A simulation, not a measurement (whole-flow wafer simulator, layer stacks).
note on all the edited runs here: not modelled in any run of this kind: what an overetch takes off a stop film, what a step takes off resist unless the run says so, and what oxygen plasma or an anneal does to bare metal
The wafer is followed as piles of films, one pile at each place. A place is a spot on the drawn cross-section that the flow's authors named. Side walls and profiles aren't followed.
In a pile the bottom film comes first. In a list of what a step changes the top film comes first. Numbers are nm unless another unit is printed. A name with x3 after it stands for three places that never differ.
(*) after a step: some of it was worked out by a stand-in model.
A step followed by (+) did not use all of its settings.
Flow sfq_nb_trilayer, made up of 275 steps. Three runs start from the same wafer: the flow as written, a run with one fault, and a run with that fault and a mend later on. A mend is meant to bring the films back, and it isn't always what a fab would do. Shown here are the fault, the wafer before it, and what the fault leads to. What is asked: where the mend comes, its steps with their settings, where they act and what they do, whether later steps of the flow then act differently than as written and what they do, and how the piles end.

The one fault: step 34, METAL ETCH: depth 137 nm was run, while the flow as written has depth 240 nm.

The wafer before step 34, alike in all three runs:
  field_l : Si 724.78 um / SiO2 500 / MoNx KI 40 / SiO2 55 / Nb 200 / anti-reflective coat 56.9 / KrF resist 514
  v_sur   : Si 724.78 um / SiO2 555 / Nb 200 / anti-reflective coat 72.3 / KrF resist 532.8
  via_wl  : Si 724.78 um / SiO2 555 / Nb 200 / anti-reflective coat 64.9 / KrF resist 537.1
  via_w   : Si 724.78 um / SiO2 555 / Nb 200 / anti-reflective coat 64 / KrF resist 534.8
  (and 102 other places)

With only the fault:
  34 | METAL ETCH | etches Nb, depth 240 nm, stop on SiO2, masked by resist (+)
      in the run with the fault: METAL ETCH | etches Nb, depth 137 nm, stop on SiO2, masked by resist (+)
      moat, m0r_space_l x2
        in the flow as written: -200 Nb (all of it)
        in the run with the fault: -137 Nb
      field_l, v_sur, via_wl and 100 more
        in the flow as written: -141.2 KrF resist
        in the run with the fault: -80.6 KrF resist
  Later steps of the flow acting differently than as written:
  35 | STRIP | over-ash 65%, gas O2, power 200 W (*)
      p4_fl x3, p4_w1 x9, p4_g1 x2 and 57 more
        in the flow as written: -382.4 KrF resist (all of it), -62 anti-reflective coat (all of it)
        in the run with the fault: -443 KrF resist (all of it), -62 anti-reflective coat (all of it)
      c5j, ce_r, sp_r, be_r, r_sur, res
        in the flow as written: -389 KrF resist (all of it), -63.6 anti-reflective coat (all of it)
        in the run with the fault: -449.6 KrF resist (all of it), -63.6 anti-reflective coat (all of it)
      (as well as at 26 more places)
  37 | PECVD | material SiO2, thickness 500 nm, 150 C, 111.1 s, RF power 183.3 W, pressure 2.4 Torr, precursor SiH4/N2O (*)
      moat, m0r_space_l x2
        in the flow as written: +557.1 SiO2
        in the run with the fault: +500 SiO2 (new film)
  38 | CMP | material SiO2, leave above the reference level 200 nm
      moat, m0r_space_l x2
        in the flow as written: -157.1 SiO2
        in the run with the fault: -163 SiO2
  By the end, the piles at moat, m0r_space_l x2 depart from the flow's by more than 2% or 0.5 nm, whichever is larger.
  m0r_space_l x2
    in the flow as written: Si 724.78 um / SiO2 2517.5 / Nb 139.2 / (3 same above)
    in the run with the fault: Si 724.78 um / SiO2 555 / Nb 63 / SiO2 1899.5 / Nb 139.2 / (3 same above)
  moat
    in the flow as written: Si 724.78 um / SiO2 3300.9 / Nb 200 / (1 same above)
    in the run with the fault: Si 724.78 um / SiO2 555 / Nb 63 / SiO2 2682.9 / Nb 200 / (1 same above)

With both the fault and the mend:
  The mend follows step 34.
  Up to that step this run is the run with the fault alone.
  34a | METAL ETCH | etches Nb, depth 103 nm, stop on SiO2, masked by resist (+) (a further turn of the flow's step 34, with different settings)
      field_l, v_sur, via_wl and 100 more
        -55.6 KrF resist
      moat, m0r_space_l x2
        -63 Nb (all of it)
  None of the later steps of the flow differs from how it acts as written, at any place that is followed, by more than 2% or 0.5 nm, whichever is larger.
  At every place that both follow, the piles at the end match the flow's.
